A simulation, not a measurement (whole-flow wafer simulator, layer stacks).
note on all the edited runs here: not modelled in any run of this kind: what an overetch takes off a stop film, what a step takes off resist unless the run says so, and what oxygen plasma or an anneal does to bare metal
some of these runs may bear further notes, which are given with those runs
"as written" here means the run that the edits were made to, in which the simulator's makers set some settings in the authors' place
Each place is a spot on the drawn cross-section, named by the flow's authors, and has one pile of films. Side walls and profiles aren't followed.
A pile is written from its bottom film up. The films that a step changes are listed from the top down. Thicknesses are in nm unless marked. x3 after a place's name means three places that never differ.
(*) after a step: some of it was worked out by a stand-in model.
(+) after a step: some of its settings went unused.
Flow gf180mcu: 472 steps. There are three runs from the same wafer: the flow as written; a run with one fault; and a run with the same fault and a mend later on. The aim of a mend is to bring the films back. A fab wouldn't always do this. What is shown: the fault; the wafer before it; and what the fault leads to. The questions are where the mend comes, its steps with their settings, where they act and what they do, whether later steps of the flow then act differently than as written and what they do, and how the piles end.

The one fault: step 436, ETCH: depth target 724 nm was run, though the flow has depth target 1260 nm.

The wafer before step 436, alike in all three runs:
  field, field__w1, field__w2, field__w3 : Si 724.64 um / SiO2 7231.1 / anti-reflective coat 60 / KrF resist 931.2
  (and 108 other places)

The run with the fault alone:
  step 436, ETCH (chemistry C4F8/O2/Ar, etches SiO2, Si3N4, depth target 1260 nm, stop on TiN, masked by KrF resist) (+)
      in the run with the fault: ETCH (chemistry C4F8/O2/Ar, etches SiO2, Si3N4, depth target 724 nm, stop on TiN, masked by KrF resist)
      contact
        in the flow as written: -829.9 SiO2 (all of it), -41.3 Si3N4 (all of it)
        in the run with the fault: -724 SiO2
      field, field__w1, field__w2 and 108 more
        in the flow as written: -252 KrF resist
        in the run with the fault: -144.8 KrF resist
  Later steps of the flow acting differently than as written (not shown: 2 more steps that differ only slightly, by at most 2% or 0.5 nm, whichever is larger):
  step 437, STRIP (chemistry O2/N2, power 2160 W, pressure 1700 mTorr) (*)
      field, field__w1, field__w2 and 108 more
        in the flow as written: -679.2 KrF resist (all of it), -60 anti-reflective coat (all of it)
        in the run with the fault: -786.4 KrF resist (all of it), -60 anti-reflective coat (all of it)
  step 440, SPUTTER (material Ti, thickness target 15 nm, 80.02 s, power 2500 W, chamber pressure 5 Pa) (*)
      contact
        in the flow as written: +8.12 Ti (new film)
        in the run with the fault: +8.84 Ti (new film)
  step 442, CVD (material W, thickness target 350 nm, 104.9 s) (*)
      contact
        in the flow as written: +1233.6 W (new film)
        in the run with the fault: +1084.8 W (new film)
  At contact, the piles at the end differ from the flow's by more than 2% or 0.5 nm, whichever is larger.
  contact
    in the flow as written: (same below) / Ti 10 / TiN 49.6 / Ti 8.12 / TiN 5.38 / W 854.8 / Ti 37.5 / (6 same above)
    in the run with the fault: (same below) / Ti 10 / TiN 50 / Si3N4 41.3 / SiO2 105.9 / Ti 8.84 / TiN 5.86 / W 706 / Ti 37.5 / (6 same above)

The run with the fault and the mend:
  After step 436 comes the mend.
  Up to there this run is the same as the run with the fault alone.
  step 436a, ETCH (chemistry C4F8/O2/Ar, etches SiO2, Si3N4, depth target 536 nm, stop on TiN, masked by KrF resist) (+) (the flow's step 436 again, with other settings)
      field, field__w1, field__w2 and 108 more
        -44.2 KrF resist
      contact
        -105.9 SiO2 (all of it), -41.3 Si3N4 (all of it)
  Later steps of the flow acting differently than as written:
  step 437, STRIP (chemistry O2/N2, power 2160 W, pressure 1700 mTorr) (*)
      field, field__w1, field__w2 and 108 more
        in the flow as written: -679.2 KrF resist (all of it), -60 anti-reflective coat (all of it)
        in the run with the mend: -742.2 KrF resist (all of it), -60 anti-reflective coat (all of it)
  By the end, the piles equal the flow's at every place that both follow.
